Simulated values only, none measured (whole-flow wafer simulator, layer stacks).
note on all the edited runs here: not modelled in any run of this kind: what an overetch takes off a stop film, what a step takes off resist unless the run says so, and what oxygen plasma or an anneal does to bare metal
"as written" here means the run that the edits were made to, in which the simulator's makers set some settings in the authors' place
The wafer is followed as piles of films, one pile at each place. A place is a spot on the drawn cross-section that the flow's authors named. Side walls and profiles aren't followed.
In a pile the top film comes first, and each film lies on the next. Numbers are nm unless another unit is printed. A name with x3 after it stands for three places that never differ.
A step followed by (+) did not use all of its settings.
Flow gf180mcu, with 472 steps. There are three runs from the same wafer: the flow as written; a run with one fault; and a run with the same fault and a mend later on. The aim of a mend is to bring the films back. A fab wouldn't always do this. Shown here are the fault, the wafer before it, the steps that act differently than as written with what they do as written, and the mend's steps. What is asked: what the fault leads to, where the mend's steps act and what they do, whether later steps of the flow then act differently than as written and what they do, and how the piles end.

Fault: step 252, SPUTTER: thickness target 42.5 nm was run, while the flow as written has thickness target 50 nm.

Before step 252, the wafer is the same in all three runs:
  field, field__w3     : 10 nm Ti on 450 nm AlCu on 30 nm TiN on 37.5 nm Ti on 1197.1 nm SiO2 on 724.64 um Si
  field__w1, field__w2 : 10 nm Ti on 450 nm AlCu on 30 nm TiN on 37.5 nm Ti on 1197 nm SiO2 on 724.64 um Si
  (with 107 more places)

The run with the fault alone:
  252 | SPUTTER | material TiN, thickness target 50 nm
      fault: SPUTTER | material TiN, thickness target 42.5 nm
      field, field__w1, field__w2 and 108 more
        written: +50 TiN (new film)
        fault: +42.5 TiN (new film)
  Steps further on in the flow that do not act as written (not shown: 5 more steps that differ only slightly, by at most 2% or 0.5 nm, whichever is larger):
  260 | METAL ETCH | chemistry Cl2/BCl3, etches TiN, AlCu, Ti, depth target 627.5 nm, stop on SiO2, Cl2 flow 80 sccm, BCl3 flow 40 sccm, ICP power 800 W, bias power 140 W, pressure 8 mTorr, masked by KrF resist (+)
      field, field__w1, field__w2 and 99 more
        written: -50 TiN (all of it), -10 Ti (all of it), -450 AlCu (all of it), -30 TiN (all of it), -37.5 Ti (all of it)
        fault: -42.5 TiN (all of it), -10 Ti (all of it), -450 AlCu (all of it), -30 TiN (all of it), -37.5 Ti (all of it)
  At field__w8, contact, m1 and 6 more, the piles at the end differ from the flow's by more than 2% or 0.5 nm, whichever is larger.
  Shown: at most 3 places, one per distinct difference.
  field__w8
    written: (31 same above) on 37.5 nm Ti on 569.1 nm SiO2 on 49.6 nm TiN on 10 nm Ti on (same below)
    fault: (31 same above) on 37.5 nm Ti on 576.6 nm SiO2 on 42.1 nm TiN on 10 nm Ti on (same below)
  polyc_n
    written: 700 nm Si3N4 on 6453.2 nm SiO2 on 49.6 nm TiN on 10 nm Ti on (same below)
    fault: 700 nm Si3N4 on 6460.7 nm SiO2 on 42.1 nm TiN on 10 nm Ti on (same below)
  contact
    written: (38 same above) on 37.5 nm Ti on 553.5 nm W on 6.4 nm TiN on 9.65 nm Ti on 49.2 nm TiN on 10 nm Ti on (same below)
    fault: (38 same above) on 37.5 nm Ti on 561.1 nm W on 6.38 nm TiN on 9.61 nm Ti on 41.7 nm TiN on 10 nm Ti on (same below)

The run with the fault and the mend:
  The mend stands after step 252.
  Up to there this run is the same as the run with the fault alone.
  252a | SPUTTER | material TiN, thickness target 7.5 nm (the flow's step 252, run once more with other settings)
      field, field__w1, field__w2 and 108 more
        +7.5 TiN
  Later steps of the flow that are run all act as written at every place that is followed.
  The piles end the same as the flow's at every place that both follow.
